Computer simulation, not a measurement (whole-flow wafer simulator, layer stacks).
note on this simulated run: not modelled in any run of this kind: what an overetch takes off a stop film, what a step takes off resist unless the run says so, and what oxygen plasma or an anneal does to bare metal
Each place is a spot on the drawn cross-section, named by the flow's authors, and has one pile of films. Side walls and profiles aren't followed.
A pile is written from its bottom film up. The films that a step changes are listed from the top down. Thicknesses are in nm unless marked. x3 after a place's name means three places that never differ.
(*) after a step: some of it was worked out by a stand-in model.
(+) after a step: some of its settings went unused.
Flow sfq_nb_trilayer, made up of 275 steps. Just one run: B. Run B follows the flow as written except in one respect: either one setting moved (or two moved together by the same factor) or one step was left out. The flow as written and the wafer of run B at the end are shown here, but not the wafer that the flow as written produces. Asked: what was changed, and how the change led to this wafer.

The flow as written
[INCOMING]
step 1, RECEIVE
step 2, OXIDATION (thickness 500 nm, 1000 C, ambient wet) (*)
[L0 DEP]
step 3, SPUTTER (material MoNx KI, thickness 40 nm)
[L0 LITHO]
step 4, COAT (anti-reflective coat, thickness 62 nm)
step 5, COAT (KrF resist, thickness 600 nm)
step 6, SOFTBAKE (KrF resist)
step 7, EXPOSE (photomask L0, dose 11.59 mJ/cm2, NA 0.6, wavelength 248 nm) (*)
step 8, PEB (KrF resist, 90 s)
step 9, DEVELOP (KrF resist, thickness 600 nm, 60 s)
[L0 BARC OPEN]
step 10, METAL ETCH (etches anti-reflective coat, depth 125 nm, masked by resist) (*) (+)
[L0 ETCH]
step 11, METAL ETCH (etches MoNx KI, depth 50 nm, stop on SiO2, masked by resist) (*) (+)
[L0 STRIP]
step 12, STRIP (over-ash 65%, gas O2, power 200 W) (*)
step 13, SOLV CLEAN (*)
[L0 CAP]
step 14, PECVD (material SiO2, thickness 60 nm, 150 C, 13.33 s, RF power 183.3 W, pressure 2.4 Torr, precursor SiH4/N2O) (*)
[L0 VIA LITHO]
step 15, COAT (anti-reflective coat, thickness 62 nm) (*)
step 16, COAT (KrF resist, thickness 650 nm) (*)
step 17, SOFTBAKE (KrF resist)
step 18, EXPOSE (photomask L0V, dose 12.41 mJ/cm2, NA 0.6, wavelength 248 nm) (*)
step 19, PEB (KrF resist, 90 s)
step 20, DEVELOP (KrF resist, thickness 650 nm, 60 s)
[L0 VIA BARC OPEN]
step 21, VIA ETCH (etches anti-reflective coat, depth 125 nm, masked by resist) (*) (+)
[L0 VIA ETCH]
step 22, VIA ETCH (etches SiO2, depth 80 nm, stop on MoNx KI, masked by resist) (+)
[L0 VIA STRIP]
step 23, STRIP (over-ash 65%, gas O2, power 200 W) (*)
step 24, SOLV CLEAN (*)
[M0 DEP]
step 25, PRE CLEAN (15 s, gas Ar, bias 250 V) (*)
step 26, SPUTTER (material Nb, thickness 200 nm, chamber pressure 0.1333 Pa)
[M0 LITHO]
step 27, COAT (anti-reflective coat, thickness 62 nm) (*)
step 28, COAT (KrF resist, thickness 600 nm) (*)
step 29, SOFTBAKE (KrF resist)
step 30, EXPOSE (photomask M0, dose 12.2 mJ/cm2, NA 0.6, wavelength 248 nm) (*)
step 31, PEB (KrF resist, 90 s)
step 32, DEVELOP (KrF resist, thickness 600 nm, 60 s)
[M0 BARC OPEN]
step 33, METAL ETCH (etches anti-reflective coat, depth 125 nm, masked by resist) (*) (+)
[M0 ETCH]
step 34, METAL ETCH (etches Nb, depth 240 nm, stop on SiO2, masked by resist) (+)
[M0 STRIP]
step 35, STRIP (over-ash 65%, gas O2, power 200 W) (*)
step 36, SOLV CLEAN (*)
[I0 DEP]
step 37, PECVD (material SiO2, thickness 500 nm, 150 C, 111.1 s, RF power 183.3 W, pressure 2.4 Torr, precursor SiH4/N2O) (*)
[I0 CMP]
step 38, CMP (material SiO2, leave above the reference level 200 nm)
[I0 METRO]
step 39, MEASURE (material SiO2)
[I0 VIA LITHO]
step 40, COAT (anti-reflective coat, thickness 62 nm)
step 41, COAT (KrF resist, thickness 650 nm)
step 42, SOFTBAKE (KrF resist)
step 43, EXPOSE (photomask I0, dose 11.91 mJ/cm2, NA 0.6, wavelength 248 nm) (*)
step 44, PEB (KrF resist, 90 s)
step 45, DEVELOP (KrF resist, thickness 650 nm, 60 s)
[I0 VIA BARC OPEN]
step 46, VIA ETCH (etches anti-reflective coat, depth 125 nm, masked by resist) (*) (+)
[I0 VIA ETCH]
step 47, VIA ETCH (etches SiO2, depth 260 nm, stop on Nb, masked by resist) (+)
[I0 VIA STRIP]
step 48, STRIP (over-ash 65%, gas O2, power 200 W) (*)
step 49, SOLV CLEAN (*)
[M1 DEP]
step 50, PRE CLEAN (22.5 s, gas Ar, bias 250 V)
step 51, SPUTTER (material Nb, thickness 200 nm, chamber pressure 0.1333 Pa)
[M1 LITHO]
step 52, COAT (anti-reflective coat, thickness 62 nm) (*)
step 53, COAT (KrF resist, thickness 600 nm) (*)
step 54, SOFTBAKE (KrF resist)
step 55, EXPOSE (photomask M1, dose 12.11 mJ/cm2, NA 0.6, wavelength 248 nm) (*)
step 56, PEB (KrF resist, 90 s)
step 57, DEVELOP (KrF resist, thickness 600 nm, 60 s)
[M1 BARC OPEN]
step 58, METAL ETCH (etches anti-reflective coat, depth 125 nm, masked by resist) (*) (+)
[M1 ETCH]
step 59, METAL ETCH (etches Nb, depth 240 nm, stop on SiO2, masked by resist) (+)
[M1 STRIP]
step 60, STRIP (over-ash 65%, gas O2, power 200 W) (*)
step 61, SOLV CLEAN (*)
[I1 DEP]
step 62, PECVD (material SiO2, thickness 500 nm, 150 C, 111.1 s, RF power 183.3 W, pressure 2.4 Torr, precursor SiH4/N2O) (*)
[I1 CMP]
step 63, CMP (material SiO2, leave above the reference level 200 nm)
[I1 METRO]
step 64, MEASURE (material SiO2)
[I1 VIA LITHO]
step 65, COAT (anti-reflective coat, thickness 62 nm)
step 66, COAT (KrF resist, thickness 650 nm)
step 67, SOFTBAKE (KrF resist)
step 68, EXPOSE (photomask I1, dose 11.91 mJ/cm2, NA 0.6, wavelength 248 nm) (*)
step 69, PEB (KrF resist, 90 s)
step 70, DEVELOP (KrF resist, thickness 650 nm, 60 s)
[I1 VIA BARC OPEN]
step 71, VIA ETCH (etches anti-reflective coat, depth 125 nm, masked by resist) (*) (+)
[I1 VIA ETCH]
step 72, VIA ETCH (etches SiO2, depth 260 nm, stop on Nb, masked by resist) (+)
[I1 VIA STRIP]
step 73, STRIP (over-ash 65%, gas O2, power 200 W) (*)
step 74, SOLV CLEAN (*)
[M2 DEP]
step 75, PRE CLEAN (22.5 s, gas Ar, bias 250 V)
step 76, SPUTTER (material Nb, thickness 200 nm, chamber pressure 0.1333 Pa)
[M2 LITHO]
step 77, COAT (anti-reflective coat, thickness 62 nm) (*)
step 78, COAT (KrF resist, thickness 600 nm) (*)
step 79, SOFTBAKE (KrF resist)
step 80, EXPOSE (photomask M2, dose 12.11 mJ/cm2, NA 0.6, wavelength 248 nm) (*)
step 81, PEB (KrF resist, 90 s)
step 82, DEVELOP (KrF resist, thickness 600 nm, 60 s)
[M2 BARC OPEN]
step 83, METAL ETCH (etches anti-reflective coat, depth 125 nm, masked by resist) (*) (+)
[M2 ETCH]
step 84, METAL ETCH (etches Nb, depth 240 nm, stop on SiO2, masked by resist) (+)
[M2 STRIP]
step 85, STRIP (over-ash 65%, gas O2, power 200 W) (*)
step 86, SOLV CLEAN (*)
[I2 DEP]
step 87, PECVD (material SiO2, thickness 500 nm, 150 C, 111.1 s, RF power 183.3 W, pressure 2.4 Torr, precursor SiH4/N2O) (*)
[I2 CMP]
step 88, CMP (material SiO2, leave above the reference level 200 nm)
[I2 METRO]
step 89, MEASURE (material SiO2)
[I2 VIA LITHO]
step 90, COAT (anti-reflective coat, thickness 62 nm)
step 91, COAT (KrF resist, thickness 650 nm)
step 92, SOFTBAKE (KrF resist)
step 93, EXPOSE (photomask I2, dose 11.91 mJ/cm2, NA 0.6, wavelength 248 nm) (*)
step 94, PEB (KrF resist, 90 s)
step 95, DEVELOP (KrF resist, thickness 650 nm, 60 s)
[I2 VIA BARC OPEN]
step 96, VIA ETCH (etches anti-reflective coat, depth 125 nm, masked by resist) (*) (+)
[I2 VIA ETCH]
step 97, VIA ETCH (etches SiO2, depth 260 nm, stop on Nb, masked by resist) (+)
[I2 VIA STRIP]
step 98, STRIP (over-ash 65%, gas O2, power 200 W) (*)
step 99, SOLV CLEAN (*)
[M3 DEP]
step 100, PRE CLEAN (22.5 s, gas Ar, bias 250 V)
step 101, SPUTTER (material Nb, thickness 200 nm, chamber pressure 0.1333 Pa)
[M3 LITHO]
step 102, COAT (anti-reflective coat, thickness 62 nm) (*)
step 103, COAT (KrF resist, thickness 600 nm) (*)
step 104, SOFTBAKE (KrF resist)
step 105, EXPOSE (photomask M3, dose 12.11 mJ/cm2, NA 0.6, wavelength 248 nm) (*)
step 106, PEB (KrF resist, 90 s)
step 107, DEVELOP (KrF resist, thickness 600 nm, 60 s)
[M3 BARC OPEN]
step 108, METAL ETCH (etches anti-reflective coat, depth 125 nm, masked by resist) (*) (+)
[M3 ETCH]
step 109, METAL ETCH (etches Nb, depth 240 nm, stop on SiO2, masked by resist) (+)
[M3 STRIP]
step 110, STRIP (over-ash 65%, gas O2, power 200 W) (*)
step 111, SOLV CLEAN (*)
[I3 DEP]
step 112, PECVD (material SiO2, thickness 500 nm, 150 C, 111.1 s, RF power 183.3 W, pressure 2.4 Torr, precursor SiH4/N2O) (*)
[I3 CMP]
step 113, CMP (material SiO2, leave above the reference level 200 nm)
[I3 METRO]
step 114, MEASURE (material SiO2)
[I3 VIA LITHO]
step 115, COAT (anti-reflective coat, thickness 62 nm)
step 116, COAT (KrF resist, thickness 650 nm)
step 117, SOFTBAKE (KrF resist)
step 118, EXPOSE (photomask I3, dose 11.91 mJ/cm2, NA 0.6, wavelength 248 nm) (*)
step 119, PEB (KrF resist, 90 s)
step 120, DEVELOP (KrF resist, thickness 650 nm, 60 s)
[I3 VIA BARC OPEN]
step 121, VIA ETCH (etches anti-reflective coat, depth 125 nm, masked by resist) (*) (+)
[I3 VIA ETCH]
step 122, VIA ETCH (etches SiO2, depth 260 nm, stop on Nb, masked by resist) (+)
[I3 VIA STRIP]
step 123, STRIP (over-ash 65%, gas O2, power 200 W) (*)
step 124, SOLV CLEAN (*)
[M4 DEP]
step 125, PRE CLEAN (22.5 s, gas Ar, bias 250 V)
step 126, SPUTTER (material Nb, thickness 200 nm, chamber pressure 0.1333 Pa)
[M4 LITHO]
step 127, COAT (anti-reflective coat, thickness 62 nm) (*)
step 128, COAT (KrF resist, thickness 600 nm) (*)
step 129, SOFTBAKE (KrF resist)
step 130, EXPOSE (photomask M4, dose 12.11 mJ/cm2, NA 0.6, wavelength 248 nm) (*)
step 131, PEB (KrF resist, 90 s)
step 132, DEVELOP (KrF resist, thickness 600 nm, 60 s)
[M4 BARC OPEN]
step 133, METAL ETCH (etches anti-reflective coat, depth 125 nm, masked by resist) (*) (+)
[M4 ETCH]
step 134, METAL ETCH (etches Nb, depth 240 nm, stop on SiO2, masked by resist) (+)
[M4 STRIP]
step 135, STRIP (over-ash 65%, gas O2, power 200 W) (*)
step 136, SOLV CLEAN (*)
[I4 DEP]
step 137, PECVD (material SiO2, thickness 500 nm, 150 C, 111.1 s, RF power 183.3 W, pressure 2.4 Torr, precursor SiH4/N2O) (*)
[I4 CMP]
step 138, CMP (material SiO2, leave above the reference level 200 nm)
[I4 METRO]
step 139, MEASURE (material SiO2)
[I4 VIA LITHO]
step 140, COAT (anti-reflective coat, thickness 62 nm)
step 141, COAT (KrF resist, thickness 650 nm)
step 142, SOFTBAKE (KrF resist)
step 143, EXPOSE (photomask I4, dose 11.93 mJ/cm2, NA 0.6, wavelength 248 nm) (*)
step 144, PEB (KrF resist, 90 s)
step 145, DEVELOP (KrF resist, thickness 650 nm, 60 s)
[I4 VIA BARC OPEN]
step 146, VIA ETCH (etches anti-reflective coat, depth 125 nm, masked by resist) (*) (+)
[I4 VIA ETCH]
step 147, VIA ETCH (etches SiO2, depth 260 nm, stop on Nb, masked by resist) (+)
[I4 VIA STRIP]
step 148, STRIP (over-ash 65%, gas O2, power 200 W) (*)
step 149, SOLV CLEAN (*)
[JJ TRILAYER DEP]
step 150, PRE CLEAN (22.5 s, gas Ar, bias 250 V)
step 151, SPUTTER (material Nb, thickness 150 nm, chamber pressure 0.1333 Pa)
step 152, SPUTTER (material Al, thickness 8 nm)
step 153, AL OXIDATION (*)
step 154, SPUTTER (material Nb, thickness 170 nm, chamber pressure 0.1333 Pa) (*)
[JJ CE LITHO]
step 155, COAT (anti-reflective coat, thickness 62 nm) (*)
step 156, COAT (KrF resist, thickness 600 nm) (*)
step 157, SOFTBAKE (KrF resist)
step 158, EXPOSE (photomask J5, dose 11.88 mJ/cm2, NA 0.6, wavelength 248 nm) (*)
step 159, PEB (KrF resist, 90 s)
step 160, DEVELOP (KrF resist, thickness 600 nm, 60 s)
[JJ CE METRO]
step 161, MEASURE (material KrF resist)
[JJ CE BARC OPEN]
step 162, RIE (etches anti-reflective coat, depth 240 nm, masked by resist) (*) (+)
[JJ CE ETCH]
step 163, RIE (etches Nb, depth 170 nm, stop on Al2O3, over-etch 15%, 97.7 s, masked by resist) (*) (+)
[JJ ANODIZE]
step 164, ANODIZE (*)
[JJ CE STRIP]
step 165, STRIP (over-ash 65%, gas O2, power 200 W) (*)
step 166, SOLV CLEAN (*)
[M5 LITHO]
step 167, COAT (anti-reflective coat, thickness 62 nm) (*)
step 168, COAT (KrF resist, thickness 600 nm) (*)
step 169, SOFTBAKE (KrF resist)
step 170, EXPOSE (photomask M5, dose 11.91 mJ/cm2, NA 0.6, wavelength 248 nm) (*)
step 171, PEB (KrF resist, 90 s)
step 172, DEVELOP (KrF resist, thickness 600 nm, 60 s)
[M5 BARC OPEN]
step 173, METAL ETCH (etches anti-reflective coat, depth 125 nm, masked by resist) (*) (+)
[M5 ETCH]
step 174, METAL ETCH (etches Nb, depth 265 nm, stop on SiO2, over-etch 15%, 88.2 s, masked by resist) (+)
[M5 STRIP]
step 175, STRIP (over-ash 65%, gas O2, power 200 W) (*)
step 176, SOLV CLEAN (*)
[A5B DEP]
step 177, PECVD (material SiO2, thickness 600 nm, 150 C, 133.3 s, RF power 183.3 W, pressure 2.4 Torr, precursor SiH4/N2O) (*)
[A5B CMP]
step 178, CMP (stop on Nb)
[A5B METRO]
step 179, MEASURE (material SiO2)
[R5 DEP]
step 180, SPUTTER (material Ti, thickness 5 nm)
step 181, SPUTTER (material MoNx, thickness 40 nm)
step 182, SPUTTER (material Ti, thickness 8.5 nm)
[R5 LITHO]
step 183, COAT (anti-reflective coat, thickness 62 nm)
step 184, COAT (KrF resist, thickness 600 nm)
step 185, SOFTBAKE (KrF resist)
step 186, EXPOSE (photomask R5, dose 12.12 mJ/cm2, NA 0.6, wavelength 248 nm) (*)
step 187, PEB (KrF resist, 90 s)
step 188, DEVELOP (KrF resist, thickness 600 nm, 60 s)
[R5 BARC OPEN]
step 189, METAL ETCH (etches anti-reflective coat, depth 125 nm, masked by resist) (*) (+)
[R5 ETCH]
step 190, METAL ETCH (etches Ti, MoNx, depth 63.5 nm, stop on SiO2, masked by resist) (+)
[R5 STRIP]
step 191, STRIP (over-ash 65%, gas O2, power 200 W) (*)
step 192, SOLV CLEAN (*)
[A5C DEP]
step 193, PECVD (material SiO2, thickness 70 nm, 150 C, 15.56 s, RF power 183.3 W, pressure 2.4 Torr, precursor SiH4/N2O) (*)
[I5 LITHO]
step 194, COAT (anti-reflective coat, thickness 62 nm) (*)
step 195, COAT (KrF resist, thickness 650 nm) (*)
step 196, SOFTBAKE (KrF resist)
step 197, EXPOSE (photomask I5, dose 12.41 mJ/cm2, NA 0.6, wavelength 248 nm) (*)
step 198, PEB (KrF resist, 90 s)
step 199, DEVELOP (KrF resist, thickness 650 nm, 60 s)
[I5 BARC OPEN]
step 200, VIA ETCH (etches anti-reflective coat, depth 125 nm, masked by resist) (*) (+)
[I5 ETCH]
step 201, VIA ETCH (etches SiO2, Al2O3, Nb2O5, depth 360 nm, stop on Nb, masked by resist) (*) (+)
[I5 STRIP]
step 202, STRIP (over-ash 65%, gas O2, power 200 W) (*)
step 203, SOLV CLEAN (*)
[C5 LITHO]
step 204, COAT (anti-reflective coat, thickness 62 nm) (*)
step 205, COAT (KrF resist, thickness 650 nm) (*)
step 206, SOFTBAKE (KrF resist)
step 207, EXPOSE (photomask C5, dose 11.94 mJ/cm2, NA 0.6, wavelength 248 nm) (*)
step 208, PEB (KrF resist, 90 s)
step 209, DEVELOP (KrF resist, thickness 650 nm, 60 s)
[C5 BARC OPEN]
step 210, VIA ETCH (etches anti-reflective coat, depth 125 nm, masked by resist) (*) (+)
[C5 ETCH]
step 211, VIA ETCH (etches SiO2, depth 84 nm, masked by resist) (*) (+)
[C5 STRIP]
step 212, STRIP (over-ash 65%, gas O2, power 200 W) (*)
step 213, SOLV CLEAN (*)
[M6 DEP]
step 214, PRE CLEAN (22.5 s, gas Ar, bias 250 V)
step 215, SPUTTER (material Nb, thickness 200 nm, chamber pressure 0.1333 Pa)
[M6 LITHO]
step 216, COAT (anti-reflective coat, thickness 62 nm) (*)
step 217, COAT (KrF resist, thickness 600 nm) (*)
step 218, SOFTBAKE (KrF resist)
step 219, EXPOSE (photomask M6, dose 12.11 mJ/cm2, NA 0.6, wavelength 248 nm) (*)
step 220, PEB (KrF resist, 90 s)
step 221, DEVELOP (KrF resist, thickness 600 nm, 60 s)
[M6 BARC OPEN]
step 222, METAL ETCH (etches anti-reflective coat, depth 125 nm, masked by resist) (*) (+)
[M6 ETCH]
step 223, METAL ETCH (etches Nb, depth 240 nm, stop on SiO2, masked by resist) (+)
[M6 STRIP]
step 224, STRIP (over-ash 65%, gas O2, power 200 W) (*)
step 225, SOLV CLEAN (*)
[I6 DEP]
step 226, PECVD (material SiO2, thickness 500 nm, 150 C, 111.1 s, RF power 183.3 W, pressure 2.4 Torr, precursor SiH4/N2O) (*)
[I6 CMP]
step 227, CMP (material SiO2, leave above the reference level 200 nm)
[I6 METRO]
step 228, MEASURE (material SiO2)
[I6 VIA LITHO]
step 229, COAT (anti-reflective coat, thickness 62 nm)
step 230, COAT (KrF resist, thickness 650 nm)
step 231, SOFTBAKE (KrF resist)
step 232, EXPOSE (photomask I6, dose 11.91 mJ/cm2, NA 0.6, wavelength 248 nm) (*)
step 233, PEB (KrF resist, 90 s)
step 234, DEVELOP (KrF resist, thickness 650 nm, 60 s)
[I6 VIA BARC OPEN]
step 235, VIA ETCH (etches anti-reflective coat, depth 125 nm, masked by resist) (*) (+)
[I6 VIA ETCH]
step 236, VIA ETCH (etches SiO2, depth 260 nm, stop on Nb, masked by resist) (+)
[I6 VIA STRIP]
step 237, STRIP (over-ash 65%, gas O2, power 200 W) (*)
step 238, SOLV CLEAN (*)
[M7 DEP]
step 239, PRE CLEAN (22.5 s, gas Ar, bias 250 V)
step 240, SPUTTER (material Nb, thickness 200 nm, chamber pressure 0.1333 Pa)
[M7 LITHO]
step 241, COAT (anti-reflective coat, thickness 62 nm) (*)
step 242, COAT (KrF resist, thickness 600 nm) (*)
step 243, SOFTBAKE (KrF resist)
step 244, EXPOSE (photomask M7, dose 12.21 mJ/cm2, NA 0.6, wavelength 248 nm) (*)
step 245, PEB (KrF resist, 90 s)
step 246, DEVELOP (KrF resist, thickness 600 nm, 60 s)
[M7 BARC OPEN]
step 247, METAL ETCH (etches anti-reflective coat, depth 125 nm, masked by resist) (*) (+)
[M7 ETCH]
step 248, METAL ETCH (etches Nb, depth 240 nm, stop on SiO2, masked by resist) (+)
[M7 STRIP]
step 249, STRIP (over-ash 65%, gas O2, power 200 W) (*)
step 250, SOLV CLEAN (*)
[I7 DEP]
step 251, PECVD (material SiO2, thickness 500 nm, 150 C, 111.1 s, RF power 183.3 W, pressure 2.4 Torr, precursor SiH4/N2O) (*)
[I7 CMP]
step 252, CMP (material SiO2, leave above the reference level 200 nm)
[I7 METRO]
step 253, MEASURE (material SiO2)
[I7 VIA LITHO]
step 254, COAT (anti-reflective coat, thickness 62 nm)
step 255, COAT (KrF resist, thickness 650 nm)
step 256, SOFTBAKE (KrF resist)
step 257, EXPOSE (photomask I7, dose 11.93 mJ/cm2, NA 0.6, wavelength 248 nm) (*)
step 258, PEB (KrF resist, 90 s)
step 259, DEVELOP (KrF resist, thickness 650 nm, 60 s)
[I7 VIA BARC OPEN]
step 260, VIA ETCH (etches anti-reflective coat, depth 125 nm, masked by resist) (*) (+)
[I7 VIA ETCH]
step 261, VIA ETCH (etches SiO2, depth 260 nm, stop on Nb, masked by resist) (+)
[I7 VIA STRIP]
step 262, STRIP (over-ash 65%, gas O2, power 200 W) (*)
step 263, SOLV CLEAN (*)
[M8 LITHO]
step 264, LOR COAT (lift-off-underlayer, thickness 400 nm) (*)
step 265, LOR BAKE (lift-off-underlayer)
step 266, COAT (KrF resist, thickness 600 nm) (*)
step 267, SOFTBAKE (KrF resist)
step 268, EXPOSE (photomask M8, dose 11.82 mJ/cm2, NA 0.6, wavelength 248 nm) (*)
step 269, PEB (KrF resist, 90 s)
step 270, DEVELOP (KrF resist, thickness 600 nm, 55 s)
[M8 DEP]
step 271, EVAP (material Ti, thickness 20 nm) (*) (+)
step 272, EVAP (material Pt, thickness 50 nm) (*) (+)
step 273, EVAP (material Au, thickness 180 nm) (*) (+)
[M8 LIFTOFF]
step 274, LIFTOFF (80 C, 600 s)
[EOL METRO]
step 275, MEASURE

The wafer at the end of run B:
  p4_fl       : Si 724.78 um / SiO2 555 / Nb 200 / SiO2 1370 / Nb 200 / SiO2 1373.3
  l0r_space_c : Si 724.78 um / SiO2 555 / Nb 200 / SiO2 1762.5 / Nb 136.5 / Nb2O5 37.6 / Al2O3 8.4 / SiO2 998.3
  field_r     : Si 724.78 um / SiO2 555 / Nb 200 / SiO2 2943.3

Cause: step 152, SPUTTER: thickness 5.4 nm was run, whereas the flow has thickness 8 nm.

The path from the change to this, step by step:
  step 152, SPUTTER (material Al, thickness 8 nm)
      field_l, v_sur, via_sp and 100 more: Al gains 5.4 (new film) (as written it would have been: Al gains 8 (new film))
      via_wl, via_wr: Al gains 3.47 (new film) (as written it would have been: Al gains 5.14 (new film))
      (also at 1 further place)
  step 164, ANODIZE (*)
      field_l, v_sur, via_sp and 96 more: Al2O3 gains 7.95, Nb2O5 gains 37.6 (new film), Al loses 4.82 (all of it), Nb loses 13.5 (as written it would have been: Al2O3 gains 12.2, Nb2O5 gains 29.9 (new film), Al loses 7.42 (all of it), Nb loses 10.8)
      via_wl, via_wr: Al2O3 gains 4.77 (new film), Nb2O5 gains 44.1 (new film), Al loses 2.89 (all of it), Nb loses 15.9 (as written it would have been: Al2O3 gains 7.52 (new film), Nb2O5 gains 39.2 (new film), Al loses 4.56 (all of it), Nb loses 14.1)
      (also at 1 further place)
  step 167, COAT (anti-reflective coat, thickness 62 nm) (*)
      ce_r: anti-reflective coat gains 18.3 (new film) (as written it would have been: anti-reflective coat gains 19.7 (new film))
  step 174, METAL ETCH (etches Nb, depth 265 nm, stop on SiO2, over-etch 15%, 88.2 s, masked by resist) (+)
      field_l, r_sur, res and 49 more: Al2O3 loses 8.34 (all of it), Nb2O5 loses 37.6 (all of it), Nb loses 136.5 (all of it), SiO2 loses 12.2 (as written it would have been: Al2O3 loses 12.6 (all of it), Nb2O5 loses 29.9 (all of it), Nb loses 139.2 (all of it), SiO2 loses 12.3)
      wl_a_sl: Al2O3 loses 8.33 (all of it), Nb2O5 loses 37.6 (all of it), Nb loses 136.5 (all of it), SiO2 loses 12.2 (as written it would have been: Al2O3 loses 12.6 (all of it), Nb2O5 loses 29.9 (all of it), Nb loses 139.2 (all of it), SiO2 loses 12.3)
  step 175, STRIP (over-ash 65%, gas O2, power 200 W) (*)
      ce_r: KrF resist loses 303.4 (all of it), anti-reflective coat loses 18.3 (all of it) (as written it would have been: KrF resist loses 299.9 (all of it), anti-reflective coat loses 19.7 (all of it))
  step 201, VIA ETCH (etches SiO2, Al2O3, Nb2O5, depth 360 nm, stop on Nb, masked by resist) (*) (+)
      be: SiO2 loses 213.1 (all of it), Al2O3 loses 8.4 (all of it), Nb2O5 loses 37.6 (all of it) (as written it would have been: SiO2 loses 216.4 (all of it), Al2O3 loses 12.7 (all of it), Nb2O5 loses 29.9 (all of it))
